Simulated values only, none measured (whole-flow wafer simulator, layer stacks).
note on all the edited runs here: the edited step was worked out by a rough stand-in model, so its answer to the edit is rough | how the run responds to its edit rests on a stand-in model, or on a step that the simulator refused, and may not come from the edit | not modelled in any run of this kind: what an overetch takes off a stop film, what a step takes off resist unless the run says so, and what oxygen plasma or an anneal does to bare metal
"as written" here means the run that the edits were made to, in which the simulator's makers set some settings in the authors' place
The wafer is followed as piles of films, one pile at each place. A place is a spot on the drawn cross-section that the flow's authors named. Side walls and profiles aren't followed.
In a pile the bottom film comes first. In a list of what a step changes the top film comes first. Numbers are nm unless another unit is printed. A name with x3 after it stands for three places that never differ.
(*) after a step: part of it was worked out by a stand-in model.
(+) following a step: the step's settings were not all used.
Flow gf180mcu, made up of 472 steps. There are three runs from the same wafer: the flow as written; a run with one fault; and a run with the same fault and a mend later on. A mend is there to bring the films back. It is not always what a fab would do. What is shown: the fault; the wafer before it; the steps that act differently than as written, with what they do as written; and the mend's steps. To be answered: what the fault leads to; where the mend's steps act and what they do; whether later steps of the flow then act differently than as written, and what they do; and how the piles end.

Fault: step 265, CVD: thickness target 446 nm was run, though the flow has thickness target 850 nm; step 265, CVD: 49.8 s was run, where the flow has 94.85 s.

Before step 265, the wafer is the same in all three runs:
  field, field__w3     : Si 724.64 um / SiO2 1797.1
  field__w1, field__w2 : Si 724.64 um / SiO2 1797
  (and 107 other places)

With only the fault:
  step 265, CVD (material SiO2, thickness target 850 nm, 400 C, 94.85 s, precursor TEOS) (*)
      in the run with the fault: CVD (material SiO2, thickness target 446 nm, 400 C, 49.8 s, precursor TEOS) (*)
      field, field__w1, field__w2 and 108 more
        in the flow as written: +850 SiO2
        in the run with the fault: +454.9 SiO2
  Steps further on in the flow that do not act as written (3 other steps are not shown; they differ only slightly, by no more than 2% or 0.5 nm, whichever is larger):
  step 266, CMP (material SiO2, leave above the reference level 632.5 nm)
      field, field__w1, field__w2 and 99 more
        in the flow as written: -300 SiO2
        in the run with the fault: nothing
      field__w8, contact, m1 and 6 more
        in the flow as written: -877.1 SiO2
        in the run with the fault: -482 SiO2
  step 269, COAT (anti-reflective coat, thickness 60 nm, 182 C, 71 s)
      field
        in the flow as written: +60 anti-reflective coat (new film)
        in the run with the fault: +98.2 anti-reflective coat (new film)
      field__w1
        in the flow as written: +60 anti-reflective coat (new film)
        in the run with the fault: +83.1 anti-reflective coat (new film)
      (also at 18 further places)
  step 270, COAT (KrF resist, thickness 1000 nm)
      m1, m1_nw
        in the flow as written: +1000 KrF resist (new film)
        in the run with the fault: +953.1 KrF resist (new film)
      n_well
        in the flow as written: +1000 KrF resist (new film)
        in the run with the fault: +977.5 KrF resist (new film)
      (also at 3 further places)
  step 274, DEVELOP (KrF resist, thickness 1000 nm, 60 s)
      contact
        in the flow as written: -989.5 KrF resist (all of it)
        in the run with the fault: -950.3 KrF resist (all of it)
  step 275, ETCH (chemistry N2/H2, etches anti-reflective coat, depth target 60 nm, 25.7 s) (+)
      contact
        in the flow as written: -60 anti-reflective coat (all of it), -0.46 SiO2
        in the run with the fault: -23.4 anti-reflective coat (all of it), -1.4 SiO2
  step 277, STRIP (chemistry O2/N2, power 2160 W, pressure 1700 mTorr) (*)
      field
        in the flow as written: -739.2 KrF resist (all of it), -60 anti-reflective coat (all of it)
        in the run with the fault: -723 KrF resist (all of it), -98.2 anti-reflective coat (all of it)
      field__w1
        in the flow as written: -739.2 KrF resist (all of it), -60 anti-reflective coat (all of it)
        in the run with the fault: -720.7 KrF resist (all of it), -83.1 anti-reflective coat (all of it)
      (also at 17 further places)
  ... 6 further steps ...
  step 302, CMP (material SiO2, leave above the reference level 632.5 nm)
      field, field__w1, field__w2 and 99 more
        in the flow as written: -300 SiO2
        in the run with the fault: -287.7 SiO2
  The piles end different from the flow's at field, field__w1, field__w2 and 105 more by more than 2% or 0.5 nm, whichever is larger.
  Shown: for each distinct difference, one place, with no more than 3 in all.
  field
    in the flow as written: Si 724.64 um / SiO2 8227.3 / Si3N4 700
    in the run with the fault: Si 724.64 um / SiO2 2251.9 / Ti 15 / TiN 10 / W 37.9 / SiO2 5896.3 / Si3N4 700
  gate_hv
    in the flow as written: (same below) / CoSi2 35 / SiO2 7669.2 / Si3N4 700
    in the run with the fault: (same below) / CoSi2 35 / SiO2 1693.8 / Ti 15 / TiN 10 / W 37.9 / SiO2 5896.3 / Si3N4 700
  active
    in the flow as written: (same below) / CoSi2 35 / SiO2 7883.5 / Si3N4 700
    in the run with the fault: (same below) / CoSi2 35 / SiO2 1908.2 / Ti 15 / TiN 10 / W 37.9 / SiO2 5896.3 / Si3N4 700

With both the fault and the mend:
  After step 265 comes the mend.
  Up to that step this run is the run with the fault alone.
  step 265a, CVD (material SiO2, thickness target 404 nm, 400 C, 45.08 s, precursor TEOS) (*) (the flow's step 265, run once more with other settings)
      field, field__w1, field__w2 and 108 more
        +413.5 SiO2
  Steps further on in the flow that do not act as written:
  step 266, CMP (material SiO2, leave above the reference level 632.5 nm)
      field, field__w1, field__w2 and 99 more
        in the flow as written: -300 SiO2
        in the run with the mend: -318.4 SiO2
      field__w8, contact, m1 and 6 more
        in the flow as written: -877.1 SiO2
        in the run with the mend: -895.4 SiO2
  By the end, the piles equal the flow's at every place that both follow.
